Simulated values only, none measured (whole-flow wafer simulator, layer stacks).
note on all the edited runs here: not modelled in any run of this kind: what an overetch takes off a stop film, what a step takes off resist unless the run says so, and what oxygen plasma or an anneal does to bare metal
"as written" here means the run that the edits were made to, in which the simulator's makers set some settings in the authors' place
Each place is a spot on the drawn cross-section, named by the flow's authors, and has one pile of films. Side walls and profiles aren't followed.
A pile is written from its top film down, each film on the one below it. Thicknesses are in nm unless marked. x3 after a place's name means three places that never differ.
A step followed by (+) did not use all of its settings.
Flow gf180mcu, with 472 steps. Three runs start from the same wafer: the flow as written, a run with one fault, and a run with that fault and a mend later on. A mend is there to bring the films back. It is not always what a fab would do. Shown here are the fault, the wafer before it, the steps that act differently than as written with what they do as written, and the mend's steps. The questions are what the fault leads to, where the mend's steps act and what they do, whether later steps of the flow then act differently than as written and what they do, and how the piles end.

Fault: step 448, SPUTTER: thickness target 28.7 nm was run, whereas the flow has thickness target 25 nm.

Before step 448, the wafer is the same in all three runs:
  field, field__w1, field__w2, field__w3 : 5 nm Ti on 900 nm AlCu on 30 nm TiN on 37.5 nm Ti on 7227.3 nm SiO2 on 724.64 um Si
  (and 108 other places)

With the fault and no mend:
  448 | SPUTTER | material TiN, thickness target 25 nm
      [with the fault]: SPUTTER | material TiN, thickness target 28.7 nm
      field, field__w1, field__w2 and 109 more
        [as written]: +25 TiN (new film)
        [with the fault]: +28.7 TiN (new film)
  Later steps of the flow acting differently than as written (4 other steps are not shown; they differ only slightly, by no more than 2% or 0.5 nm, whichever is larger):
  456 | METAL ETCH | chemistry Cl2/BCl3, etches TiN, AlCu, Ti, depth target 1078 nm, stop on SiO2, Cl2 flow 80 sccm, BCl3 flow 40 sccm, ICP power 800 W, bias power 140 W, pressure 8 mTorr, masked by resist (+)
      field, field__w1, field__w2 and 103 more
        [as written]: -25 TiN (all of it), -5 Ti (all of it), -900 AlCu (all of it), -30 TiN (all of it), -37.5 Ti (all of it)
        [with the fault]: -28.7 TiN (all of it), -5 Ti (all of it), -900 AlCu (all of it), -30 TiN (all of it), -37.5 Ti (all of it)
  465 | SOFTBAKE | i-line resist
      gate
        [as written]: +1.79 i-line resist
        [with the fault]: -0.34 i-line resist
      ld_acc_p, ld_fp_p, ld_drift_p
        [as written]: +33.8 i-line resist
        [with the fault]: +27 i-line resist
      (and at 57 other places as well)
  At field__w8, contact, m1, m1__w1, pad, m1_nw, the piles at the end differ from the flow's by more than 2% or 0.5 nm, whichever is larger.
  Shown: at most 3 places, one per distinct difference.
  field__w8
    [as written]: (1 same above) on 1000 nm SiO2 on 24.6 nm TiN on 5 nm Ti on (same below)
    [with the fault]: (1 same above) on 1000 nm SiO2 on 28.3 nm TiN on 5 nm Ti on (same below)
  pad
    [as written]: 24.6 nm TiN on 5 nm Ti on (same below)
    [with the fault]: 28.3 nm TiN on 5 nm Ti on (same below)

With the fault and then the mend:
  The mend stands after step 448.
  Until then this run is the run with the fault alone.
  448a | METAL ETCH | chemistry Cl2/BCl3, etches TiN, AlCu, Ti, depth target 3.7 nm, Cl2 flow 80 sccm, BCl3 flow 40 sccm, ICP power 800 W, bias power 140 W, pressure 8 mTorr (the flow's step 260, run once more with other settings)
      field, field__w1, field__w2 and 109 more
        -3.7 TiN
  None of the later steps of the flow acts differently than as written at any place that is followed.
  At every place that both follow, the piles at the end match the flow's.
